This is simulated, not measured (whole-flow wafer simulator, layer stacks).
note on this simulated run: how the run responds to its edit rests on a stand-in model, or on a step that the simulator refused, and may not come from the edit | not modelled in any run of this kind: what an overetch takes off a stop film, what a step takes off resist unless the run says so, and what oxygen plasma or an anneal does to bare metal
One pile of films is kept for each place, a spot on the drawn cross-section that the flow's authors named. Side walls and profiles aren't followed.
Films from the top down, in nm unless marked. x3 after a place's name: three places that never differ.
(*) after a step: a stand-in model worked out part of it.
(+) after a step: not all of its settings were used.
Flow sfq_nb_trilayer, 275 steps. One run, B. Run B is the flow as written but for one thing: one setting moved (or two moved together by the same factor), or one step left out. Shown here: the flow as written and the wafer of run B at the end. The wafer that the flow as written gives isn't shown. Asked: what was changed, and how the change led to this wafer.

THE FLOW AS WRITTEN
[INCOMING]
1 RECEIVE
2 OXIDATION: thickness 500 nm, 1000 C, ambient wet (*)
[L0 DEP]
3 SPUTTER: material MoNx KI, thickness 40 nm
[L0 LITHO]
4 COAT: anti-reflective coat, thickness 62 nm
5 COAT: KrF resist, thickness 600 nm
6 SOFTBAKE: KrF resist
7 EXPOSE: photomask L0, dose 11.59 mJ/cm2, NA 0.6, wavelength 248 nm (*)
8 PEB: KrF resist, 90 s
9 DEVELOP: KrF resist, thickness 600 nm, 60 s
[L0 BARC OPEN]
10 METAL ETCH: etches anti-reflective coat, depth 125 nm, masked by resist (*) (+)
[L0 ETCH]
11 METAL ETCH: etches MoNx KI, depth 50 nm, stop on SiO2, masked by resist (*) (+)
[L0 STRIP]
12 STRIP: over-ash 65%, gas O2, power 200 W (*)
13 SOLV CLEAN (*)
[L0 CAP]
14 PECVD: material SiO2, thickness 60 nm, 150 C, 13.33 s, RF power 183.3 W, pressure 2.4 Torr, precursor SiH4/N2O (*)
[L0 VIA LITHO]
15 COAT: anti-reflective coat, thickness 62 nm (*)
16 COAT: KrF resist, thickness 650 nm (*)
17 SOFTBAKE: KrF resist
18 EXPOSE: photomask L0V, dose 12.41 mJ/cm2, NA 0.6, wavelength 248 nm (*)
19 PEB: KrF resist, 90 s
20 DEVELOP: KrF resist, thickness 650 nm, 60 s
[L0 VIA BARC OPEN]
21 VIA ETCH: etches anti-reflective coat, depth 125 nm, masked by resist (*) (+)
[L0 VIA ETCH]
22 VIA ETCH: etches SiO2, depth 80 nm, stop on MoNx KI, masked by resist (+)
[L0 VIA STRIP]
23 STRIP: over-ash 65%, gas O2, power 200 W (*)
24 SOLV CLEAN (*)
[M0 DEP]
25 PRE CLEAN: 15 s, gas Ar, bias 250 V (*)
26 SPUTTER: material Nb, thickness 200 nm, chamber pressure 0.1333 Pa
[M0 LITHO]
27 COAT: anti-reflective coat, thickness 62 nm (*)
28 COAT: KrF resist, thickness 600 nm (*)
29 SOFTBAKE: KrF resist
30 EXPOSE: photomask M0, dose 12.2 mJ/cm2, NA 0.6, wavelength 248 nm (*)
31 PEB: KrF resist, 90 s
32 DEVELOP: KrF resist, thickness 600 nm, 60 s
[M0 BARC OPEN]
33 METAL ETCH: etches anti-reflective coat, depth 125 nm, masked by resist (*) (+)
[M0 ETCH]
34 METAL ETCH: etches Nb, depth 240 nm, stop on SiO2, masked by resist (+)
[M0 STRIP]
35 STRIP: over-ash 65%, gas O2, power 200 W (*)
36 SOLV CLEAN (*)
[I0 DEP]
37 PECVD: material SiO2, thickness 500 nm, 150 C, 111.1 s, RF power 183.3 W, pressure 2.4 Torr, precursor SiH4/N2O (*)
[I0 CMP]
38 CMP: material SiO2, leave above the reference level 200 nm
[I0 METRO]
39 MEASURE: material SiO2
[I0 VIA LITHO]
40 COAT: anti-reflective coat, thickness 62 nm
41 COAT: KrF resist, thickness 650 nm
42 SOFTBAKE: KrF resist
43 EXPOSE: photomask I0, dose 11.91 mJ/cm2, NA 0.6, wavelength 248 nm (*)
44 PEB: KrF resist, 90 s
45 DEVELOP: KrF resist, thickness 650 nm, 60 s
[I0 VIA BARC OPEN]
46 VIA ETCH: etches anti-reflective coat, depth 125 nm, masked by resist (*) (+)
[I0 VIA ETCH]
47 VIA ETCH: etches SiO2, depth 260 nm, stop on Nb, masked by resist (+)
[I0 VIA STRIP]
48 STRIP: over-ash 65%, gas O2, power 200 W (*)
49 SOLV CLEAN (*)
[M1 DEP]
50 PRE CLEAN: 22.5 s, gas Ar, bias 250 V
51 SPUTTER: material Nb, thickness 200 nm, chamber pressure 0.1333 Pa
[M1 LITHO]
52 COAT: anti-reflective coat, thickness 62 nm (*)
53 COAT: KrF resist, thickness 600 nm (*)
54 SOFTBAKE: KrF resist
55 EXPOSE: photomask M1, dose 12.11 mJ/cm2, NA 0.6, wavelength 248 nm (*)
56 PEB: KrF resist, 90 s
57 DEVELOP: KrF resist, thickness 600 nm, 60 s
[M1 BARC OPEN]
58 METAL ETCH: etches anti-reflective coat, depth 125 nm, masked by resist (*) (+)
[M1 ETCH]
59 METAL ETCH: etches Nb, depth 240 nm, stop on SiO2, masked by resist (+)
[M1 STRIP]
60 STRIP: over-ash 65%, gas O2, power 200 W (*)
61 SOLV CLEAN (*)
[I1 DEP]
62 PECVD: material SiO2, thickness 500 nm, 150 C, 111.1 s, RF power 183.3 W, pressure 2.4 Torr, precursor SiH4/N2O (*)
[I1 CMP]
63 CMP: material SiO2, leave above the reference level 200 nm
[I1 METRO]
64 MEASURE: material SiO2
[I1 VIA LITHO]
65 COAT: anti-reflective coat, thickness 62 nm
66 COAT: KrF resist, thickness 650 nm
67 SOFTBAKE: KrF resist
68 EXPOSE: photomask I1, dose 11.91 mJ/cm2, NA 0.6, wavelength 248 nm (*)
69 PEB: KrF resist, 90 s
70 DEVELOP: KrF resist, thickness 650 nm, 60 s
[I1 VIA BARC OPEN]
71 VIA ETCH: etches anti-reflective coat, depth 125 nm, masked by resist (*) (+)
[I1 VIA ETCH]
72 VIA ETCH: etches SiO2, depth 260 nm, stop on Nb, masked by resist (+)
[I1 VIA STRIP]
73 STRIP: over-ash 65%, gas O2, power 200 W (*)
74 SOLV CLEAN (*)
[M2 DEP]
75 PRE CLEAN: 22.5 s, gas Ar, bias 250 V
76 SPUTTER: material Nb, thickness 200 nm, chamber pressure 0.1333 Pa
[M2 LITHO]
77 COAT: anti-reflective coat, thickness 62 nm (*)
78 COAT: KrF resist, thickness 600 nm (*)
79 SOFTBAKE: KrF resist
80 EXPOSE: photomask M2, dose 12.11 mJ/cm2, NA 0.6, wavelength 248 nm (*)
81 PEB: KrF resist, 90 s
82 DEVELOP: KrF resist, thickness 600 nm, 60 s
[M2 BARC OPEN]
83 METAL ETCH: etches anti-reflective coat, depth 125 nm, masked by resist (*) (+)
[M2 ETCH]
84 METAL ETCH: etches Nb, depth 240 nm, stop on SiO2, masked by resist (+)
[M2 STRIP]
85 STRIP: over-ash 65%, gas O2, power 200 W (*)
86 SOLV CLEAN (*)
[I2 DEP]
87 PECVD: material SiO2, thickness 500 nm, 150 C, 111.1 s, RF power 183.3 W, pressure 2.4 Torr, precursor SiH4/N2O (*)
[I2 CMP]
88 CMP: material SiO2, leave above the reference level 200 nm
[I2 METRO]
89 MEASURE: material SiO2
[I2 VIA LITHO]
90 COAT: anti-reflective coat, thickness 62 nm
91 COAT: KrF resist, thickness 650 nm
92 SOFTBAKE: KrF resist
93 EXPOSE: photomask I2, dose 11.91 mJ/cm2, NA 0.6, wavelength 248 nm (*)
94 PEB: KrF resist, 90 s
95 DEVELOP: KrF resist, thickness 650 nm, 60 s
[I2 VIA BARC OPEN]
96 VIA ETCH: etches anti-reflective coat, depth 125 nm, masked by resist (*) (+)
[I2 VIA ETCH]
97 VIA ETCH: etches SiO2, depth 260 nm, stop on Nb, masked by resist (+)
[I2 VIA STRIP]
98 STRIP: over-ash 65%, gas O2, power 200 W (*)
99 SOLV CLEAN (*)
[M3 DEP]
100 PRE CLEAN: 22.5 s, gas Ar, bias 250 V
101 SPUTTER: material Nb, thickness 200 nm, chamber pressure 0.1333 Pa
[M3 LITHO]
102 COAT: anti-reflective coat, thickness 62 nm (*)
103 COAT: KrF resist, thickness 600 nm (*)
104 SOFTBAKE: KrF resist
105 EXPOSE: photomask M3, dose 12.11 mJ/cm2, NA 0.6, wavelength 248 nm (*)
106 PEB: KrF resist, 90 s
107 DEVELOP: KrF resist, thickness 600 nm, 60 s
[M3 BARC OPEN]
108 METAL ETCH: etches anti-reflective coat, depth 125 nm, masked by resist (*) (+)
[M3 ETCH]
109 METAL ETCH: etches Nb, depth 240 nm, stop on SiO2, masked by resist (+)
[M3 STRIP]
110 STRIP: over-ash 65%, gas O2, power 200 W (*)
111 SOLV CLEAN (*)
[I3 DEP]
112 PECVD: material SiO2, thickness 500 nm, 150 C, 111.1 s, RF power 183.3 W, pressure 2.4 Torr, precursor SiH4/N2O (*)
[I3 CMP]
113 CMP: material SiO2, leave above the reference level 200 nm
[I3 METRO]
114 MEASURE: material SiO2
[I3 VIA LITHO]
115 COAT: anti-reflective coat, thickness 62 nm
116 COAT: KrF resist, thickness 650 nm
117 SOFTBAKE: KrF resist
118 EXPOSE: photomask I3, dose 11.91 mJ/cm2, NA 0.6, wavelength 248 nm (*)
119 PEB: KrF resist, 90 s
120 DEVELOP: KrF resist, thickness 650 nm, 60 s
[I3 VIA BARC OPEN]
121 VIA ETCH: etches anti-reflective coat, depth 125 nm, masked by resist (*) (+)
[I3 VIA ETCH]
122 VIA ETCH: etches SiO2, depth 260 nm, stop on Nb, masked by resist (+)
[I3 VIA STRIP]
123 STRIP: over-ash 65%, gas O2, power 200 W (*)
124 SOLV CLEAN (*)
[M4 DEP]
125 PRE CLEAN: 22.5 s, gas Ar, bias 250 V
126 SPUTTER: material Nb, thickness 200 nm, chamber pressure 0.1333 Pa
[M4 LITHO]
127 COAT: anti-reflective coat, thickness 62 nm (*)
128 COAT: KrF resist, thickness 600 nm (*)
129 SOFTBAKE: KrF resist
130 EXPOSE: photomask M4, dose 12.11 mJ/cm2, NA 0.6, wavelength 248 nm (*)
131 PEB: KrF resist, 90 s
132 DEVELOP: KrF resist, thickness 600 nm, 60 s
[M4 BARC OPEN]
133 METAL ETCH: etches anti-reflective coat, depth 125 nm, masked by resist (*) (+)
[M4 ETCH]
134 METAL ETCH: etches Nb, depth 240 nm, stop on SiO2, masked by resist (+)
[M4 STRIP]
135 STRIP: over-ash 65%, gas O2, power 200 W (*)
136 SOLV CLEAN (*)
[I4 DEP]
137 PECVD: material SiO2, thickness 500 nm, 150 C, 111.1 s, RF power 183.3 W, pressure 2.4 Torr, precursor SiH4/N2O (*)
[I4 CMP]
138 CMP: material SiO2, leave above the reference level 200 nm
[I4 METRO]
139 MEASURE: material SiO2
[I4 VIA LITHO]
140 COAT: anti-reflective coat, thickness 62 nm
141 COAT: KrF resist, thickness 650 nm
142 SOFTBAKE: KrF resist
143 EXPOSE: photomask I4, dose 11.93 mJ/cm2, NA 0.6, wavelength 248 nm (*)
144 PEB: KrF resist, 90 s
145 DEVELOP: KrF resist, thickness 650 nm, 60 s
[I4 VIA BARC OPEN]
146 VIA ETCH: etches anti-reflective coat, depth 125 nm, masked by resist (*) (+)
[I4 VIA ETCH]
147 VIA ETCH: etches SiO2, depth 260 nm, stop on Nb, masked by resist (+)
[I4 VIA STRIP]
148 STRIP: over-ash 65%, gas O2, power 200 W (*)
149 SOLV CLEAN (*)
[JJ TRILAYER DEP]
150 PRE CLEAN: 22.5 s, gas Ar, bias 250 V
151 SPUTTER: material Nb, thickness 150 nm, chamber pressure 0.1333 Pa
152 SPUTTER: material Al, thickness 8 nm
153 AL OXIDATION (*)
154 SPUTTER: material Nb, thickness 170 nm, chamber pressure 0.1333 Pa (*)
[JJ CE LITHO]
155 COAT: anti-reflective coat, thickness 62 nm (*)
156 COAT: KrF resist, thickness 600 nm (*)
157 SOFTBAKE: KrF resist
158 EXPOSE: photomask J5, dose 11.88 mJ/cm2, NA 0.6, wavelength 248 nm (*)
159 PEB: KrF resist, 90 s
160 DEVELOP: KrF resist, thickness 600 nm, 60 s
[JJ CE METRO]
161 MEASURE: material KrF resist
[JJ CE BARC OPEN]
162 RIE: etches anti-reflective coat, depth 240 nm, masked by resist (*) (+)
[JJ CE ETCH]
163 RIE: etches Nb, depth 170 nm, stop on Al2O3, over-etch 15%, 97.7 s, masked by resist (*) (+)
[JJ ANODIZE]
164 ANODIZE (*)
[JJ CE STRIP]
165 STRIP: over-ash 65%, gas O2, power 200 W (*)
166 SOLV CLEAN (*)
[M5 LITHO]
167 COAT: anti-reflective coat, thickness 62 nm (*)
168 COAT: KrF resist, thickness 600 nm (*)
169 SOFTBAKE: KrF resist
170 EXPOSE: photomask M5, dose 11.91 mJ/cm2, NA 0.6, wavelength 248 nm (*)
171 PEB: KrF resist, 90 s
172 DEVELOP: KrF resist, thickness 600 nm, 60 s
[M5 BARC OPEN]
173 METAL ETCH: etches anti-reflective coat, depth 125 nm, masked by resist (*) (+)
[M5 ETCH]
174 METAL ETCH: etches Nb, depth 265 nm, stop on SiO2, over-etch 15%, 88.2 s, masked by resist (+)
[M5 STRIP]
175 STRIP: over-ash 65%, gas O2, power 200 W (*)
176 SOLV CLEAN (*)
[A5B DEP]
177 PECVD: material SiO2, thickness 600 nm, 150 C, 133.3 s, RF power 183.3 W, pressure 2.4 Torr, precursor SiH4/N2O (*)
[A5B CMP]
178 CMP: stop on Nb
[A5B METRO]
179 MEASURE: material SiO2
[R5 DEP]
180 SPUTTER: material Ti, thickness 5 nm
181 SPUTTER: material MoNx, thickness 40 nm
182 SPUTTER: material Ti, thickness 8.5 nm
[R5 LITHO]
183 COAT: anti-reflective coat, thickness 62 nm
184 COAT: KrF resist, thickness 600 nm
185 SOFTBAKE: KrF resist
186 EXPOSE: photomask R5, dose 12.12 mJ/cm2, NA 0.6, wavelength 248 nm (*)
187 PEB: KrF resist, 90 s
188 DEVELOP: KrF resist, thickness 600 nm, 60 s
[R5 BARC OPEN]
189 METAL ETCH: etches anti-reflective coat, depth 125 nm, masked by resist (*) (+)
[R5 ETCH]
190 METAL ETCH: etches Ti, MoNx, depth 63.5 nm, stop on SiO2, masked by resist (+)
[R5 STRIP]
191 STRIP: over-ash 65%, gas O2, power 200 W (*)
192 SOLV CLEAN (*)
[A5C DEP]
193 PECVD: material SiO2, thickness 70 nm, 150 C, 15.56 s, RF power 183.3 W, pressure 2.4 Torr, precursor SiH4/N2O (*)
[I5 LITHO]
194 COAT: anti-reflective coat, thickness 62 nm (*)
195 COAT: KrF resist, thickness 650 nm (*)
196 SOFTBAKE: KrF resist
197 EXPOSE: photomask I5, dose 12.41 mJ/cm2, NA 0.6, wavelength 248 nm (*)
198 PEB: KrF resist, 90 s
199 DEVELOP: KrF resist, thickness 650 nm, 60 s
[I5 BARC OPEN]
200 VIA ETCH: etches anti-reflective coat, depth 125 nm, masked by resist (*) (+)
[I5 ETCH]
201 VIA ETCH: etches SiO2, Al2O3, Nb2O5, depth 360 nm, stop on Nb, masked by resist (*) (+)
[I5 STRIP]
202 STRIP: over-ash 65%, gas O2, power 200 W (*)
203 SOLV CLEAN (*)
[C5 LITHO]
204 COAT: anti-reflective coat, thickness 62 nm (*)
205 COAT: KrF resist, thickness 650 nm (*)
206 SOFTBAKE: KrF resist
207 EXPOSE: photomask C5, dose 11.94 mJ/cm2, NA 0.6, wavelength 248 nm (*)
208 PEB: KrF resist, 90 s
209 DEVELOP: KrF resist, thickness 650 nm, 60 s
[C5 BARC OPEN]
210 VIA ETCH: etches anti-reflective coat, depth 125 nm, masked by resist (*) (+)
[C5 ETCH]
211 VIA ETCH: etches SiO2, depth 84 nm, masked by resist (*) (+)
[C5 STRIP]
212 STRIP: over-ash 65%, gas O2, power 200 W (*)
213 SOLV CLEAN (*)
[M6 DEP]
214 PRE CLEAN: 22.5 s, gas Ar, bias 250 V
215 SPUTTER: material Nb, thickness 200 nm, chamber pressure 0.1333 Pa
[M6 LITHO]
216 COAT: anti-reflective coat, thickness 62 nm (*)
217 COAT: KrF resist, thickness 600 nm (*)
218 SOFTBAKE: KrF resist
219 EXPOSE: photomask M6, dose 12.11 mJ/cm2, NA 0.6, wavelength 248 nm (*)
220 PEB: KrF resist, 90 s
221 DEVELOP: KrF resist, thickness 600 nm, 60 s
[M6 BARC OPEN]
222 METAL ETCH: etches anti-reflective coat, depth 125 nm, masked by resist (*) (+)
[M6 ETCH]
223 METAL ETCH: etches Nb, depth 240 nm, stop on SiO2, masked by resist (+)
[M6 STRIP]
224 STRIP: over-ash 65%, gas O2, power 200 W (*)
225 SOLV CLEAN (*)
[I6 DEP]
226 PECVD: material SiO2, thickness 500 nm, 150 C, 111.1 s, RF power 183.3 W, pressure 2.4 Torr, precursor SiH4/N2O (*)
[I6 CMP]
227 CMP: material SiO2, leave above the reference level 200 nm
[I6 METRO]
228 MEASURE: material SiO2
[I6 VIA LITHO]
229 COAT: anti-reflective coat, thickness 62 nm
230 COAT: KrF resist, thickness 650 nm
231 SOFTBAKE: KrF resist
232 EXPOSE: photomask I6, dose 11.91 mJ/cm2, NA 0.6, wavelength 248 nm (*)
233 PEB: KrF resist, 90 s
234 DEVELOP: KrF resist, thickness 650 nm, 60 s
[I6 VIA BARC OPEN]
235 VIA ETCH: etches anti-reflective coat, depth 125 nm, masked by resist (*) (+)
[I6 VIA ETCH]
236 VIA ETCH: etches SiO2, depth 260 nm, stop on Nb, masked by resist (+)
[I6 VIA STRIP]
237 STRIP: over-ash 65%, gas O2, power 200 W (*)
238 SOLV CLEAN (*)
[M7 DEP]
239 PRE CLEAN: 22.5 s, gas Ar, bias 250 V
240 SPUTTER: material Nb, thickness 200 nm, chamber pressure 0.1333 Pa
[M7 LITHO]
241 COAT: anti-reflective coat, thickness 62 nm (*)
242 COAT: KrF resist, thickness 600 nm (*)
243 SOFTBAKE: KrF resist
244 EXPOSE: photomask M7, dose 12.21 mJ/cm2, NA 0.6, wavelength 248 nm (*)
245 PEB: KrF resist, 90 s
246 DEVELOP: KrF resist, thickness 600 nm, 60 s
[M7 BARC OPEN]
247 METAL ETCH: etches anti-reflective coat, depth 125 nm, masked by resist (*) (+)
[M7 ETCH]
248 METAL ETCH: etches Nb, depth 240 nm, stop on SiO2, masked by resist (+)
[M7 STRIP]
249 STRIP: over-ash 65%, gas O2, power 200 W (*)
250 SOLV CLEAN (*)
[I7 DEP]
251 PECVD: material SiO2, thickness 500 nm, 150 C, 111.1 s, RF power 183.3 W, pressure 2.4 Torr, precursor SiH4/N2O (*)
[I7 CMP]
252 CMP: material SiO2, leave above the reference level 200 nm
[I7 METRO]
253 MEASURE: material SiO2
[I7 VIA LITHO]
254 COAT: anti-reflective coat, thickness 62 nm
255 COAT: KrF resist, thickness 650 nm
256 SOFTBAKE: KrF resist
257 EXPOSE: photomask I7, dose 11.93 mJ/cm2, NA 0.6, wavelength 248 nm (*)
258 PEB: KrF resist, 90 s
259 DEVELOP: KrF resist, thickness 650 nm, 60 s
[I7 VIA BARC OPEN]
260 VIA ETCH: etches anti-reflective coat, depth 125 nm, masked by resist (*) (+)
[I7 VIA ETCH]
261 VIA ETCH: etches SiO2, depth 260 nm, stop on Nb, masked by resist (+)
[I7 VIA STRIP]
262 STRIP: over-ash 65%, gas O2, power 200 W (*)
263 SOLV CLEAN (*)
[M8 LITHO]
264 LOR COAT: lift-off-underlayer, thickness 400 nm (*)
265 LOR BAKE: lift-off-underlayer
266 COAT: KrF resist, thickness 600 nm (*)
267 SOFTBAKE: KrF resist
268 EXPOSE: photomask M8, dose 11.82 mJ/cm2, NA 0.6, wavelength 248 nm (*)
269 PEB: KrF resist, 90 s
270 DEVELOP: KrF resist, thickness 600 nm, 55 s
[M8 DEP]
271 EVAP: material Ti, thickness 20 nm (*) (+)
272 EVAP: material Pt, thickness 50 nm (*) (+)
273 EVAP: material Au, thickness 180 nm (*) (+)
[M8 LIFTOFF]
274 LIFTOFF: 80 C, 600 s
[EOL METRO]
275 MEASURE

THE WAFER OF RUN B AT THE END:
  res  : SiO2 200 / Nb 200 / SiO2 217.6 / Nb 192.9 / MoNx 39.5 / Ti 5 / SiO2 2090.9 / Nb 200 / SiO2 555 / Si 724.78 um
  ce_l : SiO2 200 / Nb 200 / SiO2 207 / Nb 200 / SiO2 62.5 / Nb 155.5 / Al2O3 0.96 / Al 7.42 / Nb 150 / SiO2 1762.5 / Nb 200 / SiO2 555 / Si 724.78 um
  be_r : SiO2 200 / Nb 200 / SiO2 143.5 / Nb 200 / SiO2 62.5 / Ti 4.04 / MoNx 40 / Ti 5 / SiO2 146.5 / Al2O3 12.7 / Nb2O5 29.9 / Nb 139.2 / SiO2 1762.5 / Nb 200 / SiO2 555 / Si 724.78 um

The cause: step 182, SPUTTER: thickness 4.04 nm was run, where the flow has thickness 8.5 nm.
It can be read off the wafer: be_r has Ti 4.04, and step 182 as written asks for 8.5 nm.

How the change led to this, step by step:
  182 SPUTTER: material Ti, thickness 8.5 nm
      field_l, v_sur, via_wl and 103 more: Ti +4.04 (new film) (as written it would be: Ti +8.5 (new film))
  190 METAL ETCH: etches Ti, MoNx, depth 63.5 nm, stop on SiO2, masked by resist (+)
      field_l, v_sur, via_wl and 92 more: Ti -4.04 (all of it), MoNx -40 (all of it), Ti -5 (all of it) (as written it would be: Ti -8.5 (all of it), MoNx -40 (all of it), Ti -5 (all of it))
      ce_l, c5j, ce_r, wl_jj: Ti -4.04 (all of it), MoNx -40 (all of it), Ti -5 (all of it), Nb -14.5 (as written it would be: Ti -8.5 (all of it), MoNx -40 (all of it), Ti -5 (all of it), Nb -10)
  194 COAT: anti-reflective coat, thickness 62 nm (*)
      r5r_spacepad_l, r5r_spacepad_r: anti-reflective coat +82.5 (new film) (as written it would be: anti-reflective coat +84.4 (new film))
      ce_l: anti-reflective coat +69.2 (new film) (as written it would be: anti-reflective coat +67.2 (new film))
      (and at 2 more places)
  202 STRIP: over-ash 65%, gas O2, power 200 W (*)
      r5r_spacepad_l, r5r_spacepad_r: KrF resist -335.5 (all of it), anti-reflective coat -82.5 (all of it) (as written it would be: KrF resist -335.6 (all of it), anti-reflective coat -84.4 (all of it))
      ce_l: KrF resist -342.7 (all of it), anti-reflective coat -69.2 (all of it) (as written it would be: KrF resist -341.5 (all of it), anti-reflective coat -67.2 (all of it))
      (and at 2 more places)
  204 COAT: anti-reflective coat, thickness 62 nm (*)
      r5r_spacepad_l, r5r_spacepad_r: anti-reflective coat +82.5 (new film) (as written it would be: anti-reflective coat +84.4 (new film))
      ce_l: anti-reflective coat +68 (new film) (as written it would be: anti-reflective coat +66 (new film))
      (and at 2 more places)
  212 STRIP: over-ash 65%, gas O2, power 200 W (*)
      r5r_spacepad_l, r5r_spacepad_r: KrF resist -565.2 (all of it), anti-reflective coat -82.5 (all of it) (as written it would be: KrF resist -565.8 (all of it), anti-reflective coat -84.4 (all of it))
      ce_l: KrF resist -568.3 (all of it), anti-reflective coat -68 (all of it) (as written it would be: KrF resist -567.4 (all of it), anti-reflective coat -66 (all of it))
      (and at 2 more places)
  214 PRE CLEAN: 22.5 s, gas Ar, bias 250 V
      res: Ti -4.04 (all of it), MoNx -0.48 (as written it would be: Ti -4.53)
  216 COAT: anti-reflective coat, thickness 62 nm (*)
      r5r_spacepad_l, r5r_spacepad_r: anti-reflective coat +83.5 (new film) (as written it would be: anti-reflective coat +85.7 (new film))
      ce_l: anti-reflective coat +49.4 (new film) (as written it would be: anti-reflective coat +48 (new film))
      (and at 2 more places)
  222 METAL ETCH: etches anti-reflective coat, depth 125 nm, masked by resist (*) (+)
      r5r_spacepad_l, r5r_spacepad_r: anti-reflective coat -83.5 (all of it) (as written it would be: anti-reflective coat -85.7 (all of it))
  224 STRIP: over-ash 65%, gas O2, power 200 W (*)
      ce_l: KrF resist -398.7 (all of it), anti-reflective coat -49.4 (all of it) (as written it would be: KrF resist -397.1 (all of it), anti-reflective coat -48 (all of it))
      ce_r: KrF resist -404.7 (all of it), anti-reflective coat -50.1 (all of it) (as written it would be: KrF resist -403.5 (all of it), anti-reflective coat -48.8 (all of it))
      (and at 1 more place)
  227 CMP: material SiO2, leave above the reference level 200 nm
      r5r_line_l, r5r_line_c, r5r_line_r: SiO2 -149 (as written it would be: SiO2 -153.5)
      r5r_spacepad_l, r5r_spacepad_r: SiO2 -146.5 (as written it would be: SiO2 -153.5)
